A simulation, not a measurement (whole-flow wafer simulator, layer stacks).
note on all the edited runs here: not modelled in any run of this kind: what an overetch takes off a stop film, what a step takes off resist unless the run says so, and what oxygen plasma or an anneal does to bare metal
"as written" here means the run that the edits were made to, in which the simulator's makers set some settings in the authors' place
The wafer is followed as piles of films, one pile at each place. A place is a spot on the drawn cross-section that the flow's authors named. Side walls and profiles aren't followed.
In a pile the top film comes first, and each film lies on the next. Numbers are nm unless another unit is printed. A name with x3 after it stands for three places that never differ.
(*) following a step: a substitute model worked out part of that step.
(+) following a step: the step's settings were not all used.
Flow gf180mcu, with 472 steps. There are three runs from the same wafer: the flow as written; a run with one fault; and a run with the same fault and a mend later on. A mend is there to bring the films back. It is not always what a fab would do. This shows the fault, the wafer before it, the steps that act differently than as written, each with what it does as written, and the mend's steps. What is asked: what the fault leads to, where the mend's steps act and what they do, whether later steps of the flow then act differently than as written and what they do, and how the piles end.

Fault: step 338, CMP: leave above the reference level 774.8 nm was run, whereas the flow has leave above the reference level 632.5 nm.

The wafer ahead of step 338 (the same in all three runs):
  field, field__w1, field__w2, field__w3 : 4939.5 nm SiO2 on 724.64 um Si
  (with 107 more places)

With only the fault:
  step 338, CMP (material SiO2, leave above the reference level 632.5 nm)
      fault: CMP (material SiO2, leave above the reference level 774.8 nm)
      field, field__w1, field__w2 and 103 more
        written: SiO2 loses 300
        fault: SiO2 loses 157.7
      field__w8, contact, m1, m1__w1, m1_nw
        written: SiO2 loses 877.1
        fault: SiO2 loses 734.8
  Steps further on in the flow that do not act as written:
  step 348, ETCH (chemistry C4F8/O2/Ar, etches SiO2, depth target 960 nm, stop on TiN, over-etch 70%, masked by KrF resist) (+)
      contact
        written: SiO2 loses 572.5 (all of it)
        fault: SiO2 loses 714.8 (all of it)
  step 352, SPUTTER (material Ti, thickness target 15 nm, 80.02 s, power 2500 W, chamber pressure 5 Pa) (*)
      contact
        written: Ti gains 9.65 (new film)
        fault: Ti gains 8.89 (new film)
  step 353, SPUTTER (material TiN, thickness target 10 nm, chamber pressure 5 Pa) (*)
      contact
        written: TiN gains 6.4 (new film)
        fault: TiN gains 5.89 (new film)
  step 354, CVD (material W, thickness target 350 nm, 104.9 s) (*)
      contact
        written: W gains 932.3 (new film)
        fault: W gains 1075.9 (new film)
  At field__w4, field__w8, contact and 9 more, the piles at the end differ from the flow's by more than 2% or 0.5 nm, whichever is larger.
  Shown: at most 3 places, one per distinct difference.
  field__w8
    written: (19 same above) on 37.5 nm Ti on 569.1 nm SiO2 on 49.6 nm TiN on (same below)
    fault: (19 same above) on 37.5 nm Ti on 711.4 nm SiO2 on 49.6 nm TiN on (same below)
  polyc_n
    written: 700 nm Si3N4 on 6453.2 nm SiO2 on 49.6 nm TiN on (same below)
    fault: 700 nm Si3N4 on 6595.5 nm SiO2 on 49.6 nm TiN on (same below)
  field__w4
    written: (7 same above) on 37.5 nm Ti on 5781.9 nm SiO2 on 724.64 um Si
    fault: (7 same above) on 37.5 nm Ti on 5924.2 nm SiO2 on 724.64 um Si

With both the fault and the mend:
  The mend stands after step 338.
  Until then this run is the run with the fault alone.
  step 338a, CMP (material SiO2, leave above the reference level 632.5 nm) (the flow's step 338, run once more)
      field, field__w1, field__w2 and 108 more
        SiO2 loses 142.3
  Later steps of the flow that are run all act as written at every place that is followed.
  At every place that both follow, the piles at the end match the flow's.
